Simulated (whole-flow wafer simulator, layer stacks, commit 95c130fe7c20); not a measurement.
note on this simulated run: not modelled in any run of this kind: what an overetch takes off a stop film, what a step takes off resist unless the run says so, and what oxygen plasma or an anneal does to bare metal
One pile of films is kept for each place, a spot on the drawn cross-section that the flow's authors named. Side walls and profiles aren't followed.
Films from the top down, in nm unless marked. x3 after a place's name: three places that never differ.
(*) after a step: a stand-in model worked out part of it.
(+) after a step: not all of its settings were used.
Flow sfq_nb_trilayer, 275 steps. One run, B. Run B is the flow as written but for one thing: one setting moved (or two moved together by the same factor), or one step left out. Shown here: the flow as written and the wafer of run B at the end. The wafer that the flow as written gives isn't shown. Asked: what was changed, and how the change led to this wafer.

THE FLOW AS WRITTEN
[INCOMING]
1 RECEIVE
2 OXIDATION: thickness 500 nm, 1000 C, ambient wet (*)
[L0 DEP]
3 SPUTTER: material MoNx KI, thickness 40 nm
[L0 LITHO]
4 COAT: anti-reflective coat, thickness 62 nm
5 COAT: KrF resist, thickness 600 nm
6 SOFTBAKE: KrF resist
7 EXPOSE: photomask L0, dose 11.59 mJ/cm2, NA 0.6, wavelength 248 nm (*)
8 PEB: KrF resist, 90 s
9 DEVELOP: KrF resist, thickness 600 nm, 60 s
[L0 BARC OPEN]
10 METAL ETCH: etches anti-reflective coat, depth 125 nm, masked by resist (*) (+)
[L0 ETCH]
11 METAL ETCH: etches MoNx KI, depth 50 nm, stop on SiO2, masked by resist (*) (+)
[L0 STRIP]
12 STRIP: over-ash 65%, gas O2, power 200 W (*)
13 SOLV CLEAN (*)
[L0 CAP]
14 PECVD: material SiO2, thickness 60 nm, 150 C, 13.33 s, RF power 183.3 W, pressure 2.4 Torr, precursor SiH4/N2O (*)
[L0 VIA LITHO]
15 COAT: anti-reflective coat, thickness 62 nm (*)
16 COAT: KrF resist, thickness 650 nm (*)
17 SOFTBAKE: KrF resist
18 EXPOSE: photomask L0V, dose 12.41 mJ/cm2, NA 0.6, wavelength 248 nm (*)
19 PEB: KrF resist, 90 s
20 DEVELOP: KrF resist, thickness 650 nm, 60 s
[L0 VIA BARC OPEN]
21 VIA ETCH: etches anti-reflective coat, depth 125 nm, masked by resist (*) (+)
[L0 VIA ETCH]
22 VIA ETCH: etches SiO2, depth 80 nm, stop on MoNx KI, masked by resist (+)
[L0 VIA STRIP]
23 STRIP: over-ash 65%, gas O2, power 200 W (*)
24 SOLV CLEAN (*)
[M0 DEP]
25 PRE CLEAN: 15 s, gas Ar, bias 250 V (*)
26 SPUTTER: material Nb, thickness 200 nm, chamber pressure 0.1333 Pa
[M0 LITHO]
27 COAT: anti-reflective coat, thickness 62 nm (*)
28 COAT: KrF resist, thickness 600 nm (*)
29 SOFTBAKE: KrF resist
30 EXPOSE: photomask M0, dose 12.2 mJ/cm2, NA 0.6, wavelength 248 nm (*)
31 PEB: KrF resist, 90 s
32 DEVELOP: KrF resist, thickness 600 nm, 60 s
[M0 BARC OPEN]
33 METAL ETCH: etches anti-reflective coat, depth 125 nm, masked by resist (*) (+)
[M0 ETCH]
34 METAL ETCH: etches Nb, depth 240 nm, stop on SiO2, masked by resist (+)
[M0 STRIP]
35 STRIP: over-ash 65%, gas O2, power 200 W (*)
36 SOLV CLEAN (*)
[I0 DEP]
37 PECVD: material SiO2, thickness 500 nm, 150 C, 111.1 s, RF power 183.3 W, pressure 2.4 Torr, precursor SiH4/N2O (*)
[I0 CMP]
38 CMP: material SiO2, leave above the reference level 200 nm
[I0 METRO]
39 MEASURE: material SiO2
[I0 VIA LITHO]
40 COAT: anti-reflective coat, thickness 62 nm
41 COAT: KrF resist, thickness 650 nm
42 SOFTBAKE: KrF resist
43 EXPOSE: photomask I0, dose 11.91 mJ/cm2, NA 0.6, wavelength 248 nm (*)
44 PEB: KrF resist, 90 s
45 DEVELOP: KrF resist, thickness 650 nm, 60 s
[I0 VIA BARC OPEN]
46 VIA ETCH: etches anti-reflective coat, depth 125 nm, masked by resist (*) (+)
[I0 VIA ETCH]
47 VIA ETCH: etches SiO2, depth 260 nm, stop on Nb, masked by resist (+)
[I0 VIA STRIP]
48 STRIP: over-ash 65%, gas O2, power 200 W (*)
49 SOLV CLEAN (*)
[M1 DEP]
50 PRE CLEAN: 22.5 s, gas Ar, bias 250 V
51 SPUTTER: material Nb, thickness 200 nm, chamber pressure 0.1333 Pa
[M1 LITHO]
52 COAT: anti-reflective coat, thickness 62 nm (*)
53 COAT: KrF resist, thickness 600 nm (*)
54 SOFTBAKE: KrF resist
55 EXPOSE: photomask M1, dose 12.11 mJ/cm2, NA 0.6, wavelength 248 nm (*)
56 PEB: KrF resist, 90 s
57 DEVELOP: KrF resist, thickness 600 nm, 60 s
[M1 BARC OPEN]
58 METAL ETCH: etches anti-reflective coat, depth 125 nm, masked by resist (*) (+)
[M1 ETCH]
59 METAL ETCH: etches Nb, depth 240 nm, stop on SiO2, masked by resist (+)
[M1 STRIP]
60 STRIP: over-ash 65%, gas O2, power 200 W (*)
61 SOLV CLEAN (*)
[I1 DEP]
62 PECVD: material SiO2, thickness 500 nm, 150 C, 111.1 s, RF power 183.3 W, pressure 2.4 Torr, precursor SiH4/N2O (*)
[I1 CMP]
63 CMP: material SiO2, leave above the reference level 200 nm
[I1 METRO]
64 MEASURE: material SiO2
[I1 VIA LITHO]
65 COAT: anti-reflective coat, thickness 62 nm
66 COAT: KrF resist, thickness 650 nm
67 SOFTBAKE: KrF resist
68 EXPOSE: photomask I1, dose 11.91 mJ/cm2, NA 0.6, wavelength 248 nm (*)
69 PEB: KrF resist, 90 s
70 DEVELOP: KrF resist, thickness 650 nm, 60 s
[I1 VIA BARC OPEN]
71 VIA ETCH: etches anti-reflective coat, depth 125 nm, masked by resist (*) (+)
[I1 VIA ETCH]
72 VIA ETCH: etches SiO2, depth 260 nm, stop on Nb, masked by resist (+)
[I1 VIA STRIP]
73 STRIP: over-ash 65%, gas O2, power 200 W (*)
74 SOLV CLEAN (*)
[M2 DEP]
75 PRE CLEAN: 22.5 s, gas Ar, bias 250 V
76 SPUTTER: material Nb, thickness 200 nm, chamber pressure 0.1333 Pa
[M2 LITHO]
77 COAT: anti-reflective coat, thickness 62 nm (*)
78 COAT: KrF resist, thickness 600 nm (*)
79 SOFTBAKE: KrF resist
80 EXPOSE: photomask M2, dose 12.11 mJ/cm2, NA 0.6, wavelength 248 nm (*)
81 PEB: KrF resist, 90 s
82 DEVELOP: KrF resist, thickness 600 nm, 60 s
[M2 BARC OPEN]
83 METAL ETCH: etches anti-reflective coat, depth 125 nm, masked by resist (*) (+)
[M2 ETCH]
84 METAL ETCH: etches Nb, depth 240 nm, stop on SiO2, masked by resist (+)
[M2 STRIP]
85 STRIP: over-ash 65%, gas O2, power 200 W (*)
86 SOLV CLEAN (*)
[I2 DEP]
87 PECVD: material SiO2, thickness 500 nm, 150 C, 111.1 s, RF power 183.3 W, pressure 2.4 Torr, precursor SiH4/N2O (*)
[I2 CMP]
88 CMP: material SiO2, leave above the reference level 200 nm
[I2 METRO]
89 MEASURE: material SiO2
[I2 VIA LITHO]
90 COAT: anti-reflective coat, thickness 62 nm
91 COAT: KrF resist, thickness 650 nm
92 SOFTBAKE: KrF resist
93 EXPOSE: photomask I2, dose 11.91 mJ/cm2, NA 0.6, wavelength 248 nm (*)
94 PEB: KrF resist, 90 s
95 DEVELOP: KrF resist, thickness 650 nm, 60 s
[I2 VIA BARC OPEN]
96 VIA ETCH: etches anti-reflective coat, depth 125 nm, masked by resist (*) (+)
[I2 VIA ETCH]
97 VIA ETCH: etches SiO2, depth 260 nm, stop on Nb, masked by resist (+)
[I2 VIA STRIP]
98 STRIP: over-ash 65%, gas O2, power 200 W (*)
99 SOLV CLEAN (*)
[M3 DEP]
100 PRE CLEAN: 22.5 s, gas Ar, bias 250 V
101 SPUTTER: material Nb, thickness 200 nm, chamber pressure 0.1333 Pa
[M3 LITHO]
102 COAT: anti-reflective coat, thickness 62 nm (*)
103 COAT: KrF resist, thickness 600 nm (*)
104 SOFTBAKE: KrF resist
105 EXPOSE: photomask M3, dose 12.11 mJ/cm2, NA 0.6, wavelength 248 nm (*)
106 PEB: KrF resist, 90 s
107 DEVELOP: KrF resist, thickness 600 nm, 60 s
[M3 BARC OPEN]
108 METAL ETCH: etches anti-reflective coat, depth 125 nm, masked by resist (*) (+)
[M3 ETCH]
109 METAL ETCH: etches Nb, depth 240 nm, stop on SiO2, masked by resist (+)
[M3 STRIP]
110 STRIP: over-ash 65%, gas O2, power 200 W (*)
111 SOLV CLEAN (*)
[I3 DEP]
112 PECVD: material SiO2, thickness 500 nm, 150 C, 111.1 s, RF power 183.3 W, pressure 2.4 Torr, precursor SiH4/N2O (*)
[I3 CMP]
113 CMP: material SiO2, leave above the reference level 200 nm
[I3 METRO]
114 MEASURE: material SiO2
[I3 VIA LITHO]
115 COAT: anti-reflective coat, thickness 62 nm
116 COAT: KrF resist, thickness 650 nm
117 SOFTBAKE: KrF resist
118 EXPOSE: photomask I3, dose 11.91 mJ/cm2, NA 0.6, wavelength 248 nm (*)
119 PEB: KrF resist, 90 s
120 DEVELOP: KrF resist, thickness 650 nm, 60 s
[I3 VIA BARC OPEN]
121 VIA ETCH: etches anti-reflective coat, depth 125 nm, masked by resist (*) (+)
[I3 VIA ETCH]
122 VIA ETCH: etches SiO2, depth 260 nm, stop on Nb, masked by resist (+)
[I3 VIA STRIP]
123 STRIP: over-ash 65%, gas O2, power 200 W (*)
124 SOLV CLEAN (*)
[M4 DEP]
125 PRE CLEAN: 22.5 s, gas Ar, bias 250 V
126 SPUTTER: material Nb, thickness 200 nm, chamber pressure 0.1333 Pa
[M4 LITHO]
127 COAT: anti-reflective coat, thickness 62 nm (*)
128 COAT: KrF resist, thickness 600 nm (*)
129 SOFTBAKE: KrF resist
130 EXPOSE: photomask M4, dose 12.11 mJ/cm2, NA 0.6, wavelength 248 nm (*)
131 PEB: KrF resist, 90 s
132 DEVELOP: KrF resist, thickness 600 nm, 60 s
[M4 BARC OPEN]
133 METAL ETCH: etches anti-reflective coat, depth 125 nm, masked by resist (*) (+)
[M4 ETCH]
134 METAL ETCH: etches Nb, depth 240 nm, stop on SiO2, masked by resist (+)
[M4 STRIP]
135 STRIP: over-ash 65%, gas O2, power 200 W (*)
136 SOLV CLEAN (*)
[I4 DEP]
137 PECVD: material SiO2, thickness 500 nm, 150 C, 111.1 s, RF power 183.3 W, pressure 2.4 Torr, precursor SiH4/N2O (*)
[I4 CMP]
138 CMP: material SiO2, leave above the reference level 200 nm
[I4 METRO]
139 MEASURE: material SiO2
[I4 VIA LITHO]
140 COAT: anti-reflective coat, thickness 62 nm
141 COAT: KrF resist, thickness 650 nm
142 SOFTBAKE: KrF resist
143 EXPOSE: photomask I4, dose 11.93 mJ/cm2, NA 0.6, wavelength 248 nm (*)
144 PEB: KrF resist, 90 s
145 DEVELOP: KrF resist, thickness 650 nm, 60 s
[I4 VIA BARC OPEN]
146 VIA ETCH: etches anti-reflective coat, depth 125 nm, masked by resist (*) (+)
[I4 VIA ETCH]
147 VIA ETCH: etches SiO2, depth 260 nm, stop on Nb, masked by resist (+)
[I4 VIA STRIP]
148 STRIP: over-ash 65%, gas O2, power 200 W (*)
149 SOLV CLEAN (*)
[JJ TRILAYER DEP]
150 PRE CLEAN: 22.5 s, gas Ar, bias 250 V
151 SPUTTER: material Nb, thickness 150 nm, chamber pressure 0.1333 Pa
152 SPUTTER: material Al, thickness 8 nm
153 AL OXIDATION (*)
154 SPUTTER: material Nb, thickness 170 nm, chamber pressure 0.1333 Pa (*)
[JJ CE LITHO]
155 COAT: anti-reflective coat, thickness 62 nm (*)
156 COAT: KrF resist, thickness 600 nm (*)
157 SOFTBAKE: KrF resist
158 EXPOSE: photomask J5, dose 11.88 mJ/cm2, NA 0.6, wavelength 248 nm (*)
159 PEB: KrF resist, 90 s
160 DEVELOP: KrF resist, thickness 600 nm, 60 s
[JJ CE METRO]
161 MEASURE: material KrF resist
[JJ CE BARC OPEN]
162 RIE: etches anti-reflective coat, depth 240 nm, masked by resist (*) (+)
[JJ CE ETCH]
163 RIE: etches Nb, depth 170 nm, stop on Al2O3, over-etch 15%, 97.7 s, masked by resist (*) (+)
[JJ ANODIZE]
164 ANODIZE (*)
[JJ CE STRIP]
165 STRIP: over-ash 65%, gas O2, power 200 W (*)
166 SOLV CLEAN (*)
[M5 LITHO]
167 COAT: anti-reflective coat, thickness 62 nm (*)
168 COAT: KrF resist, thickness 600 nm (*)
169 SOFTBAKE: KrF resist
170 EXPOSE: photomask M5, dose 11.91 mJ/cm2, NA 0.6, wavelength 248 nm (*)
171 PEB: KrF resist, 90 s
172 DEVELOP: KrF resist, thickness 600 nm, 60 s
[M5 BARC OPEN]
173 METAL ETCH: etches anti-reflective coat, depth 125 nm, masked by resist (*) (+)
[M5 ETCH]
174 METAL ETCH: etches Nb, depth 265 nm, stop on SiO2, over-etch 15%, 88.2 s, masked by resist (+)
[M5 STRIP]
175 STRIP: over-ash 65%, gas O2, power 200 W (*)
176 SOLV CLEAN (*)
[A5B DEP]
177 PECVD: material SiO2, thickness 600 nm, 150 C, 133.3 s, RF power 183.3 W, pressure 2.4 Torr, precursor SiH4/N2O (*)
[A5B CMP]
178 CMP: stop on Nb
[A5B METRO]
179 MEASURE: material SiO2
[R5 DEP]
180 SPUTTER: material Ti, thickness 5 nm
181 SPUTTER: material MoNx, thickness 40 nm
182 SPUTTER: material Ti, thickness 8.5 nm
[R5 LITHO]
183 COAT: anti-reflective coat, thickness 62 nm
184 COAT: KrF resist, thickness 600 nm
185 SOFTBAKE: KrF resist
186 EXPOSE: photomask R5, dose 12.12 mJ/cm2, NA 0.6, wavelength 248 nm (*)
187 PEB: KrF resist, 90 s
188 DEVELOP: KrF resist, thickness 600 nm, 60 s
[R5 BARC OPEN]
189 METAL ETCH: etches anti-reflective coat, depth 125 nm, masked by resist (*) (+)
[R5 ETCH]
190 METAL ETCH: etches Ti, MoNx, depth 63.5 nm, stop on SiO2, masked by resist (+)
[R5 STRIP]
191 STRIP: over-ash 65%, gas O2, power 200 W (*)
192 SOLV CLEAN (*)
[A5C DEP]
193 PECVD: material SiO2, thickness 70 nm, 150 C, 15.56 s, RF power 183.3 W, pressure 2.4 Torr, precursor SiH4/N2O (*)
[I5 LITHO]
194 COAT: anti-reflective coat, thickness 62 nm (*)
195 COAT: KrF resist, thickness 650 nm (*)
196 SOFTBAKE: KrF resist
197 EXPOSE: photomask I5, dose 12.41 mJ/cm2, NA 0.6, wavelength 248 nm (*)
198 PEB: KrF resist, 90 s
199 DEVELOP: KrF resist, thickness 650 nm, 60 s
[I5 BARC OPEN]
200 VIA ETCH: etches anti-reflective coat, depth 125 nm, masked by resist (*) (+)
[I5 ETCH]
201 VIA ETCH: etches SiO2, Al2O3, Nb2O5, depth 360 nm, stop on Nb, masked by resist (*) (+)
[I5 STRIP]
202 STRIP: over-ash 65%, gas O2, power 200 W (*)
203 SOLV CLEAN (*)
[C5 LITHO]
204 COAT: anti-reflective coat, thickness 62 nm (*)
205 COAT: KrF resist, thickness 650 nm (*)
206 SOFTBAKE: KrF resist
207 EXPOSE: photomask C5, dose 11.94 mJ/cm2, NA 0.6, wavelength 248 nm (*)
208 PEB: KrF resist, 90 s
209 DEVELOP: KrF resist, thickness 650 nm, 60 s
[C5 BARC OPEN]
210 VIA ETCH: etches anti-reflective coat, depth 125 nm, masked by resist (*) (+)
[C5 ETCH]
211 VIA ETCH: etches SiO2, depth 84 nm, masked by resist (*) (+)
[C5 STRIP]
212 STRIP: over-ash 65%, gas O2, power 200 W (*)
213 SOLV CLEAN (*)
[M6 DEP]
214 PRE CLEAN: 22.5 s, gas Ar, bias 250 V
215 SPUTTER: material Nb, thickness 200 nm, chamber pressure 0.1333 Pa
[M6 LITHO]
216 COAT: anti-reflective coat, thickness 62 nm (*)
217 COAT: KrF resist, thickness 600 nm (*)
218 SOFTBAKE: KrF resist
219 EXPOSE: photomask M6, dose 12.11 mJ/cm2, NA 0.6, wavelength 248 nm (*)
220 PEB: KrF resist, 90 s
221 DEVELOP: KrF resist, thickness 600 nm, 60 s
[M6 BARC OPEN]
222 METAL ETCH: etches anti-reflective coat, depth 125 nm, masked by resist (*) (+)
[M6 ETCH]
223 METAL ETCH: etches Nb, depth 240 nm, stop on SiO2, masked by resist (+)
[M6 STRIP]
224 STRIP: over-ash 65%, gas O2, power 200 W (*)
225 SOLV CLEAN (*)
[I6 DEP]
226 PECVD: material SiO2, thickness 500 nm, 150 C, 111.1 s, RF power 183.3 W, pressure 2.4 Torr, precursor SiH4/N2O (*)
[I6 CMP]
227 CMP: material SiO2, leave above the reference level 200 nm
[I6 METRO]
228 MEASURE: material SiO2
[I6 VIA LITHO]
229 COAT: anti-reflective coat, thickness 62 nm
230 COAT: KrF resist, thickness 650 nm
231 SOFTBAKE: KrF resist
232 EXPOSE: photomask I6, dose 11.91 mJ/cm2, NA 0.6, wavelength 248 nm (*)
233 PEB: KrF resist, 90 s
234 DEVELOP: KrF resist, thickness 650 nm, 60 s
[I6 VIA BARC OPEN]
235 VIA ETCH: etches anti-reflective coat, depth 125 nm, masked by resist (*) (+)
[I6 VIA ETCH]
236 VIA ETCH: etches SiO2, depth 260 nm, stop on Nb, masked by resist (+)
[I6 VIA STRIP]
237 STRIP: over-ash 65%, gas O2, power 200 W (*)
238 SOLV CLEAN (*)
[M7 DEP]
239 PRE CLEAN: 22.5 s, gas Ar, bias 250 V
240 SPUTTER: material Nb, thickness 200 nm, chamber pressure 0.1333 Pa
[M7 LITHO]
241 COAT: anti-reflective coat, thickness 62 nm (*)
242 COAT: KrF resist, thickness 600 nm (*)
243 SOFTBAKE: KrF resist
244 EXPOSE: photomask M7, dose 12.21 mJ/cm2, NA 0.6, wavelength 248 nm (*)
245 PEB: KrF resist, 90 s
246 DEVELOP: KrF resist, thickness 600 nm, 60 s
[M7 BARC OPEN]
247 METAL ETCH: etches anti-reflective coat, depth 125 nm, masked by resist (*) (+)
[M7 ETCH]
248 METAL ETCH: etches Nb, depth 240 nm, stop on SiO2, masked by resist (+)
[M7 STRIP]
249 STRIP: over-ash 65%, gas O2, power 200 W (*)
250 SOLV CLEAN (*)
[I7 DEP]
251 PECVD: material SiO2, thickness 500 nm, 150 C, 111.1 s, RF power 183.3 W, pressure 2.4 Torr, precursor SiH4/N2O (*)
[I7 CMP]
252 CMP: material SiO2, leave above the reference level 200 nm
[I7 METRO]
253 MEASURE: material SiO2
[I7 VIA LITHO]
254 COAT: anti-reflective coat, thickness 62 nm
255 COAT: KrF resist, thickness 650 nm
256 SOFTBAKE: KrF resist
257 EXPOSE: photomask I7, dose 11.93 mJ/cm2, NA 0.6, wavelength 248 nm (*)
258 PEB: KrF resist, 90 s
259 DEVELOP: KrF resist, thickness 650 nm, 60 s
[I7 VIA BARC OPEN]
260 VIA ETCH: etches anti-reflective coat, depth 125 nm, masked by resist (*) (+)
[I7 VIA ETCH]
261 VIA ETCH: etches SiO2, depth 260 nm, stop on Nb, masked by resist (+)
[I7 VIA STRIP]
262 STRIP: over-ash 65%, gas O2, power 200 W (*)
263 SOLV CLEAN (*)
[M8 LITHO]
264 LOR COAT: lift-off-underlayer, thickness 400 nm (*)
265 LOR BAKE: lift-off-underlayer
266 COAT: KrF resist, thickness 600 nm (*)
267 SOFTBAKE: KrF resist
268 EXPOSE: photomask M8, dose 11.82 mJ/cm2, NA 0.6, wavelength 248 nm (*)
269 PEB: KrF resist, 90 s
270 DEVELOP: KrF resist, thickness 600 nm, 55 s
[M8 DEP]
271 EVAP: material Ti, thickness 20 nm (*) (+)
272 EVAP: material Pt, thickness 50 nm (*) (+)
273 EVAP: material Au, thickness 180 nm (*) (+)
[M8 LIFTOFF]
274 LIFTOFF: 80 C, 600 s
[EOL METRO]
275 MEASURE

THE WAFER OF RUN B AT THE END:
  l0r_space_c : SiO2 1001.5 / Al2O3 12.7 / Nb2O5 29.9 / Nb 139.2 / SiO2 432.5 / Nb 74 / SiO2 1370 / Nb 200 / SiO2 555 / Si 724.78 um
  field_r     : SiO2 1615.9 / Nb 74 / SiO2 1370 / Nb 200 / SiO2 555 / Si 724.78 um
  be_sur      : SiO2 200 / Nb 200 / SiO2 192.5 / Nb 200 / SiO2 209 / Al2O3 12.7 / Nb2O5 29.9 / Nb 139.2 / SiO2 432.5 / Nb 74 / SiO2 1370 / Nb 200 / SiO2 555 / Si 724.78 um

The cause: step 126, SPUTTER: thickness 314 nm was run, where the flow has thickness 200 nm.

How the change led to this, step by step:
  126 SPUTTER: material Nb, thickness 200 nm, chamber pressure 0.1333 Pa
      field_l, v_sur, via_wl and 102 more: Nb +314 (new film) (as written it would be: Nb +200 (new film))
      via_v: Nb +261.7 (as written it would be: Nb +165.5)
  127 COAT: anti-reflective coat, thickness 62 nm (*)
      via_v: anti-reflective coat +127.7 (new film) (as written it would be: anti-reflective coat +124.8 (new film))
  134 METAL ETCH: etches Nb, depth 240 nm, stop on SiO2, masked by resist (+)
      field_l, be, be_sur and 64 more: Nb -240 (as written it would be: Nb -200 (all of it))
  135 STRIP: over-ash 65%, gas O2, power 200 W (*)
      via_v: KrF resist -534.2 (all of it), anti-reflective coat -127.7 (all of it) (as written it would be: KrF resist -521.8 (all of it), anti-reflective coat -124.8 (all of it))
  137 PECVD: material SiO2, thickness 500 nm, 150 C, 111.1 s, RF power 183.3 W, pressure 2.4 Torr, precursor SiH4/N2O (*)
      field_l, be, be_sur and 55 more: SiO2 +500 (new film) (as written it would be: SiO2 +500)
      p3_s0, p3_s1, p3_s2, p3_s3, p3_s4, p3_s5: SiO2 +597.1 (new film) (as written it would be: SiO2 +557.1)
      (and at 3 more places)
  138 CMP: material SiO2, leave above the reference level 200 nm
      field_l, be, be_sur and 55 more: SiO2 -60 (as written it would be: SiO2 -100)
      lsp_r, l0_sur, l0v: SiO2 -50.3 (as written it would be: SiO2 -91.9)
      (and at 1 more place)
Counting metal films that touch as one body, l0r_space_c has 3 bodies (between them, from the top down: SiO2 432.5; SiO2 1370); the flow as written gives 2 bodies (between them, from the top down: SiO2 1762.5).
Counting metal films that touch as one body, field_r has 2 bodies (between them, from the top down: SiO2 1370); the flow as written gives 1 body.
Counting metal films that touch as one body, be_sur has 5 bodies (between them, from the top down: SiO2 192.5; SiO2 209 / Al2O3 12.7 / Nb2O5 29.9; SiO2 432.5; SiO2 1370); the flow as written gives 4 bodies (between them, from the top down: SiO2 192.5; SiO2 209 / Al2O3 12.7 / Nb2O5 29.9; SiO2 1762.5).
